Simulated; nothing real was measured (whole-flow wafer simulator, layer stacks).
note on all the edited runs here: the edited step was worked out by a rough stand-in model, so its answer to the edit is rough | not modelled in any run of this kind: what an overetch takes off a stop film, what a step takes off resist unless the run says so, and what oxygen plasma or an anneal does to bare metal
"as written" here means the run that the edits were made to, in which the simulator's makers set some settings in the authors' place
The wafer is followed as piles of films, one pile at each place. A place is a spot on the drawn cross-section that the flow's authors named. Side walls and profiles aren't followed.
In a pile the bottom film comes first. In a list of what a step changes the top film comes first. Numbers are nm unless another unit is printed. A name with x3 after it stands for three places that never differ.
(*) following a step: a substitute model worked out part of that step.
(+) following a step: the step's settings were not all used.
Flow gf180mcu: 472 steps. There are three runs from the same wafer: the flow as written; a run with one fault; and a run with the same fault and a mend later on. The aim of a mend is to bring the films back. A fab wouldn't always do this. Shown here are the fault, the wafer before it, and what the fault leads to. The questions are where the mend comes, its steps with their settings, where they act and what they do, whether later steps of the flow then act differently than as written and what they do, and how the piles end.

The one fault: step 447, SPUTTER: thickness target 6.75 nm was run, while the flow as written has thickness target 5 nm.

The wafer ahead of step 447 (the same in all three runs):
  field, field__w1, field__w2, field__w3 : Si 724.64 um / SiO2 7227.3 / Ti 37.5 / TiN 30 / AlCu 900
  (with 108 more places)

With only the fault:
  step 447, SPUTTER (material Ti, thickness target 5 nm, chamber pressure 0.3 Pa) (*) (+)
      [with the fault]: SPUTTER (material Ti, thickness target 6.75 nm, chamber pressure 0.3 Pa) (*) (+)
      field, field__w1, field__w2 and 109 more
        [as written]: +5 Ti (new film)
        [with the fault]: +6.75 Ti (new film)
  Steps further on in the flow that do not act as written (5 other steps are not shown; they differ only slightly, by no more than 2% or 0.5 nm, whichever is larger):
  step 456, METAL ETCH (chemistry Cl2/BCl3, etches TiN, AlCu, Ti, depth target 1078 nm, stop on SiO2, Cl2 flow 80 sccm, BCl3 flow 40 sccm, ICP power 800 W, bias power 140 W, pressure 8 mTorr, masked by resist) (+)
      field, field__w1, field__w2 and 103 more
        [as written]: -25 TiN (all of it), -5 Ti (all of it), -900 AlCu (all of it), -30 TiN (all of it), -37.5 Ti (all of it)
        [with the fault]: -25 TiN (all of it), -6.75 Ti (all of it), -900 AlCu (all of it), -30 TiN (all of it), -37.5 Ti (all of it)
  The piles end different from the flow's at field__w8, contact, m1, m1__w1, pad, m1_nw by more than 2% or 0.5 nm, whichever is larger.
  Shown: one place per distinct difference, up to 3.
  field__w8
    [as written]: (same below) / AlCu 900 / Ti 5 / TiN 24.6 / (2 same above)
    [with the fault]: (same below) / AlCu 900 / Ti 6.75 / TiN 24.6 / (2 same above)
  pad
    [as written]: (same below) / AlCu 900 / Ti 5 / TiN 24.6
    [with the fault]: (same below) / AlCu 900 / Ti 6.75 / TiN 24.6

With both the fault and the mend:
  The mend stands after step 447.
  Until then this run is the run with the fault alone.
  step 447a, METAL ETCH (chemistry Cl2/BCl3, etches TiN, AlCu, Ti, depth target 1.75 nm, Cl2 flow 80 sccm, BCl3 flow 40 sccm, ICP power 800 W, bias power 140 W, pressure 8 mTorr) (a further turn of the flow's step 260, with different settings)
      field, field__w1, field__w2 and 109 more
        -1.75 Ti
  None of the later steps of the flow acts differently than as written at any place that is followed.
  The piles end the same as the flow's at every place that both follow.
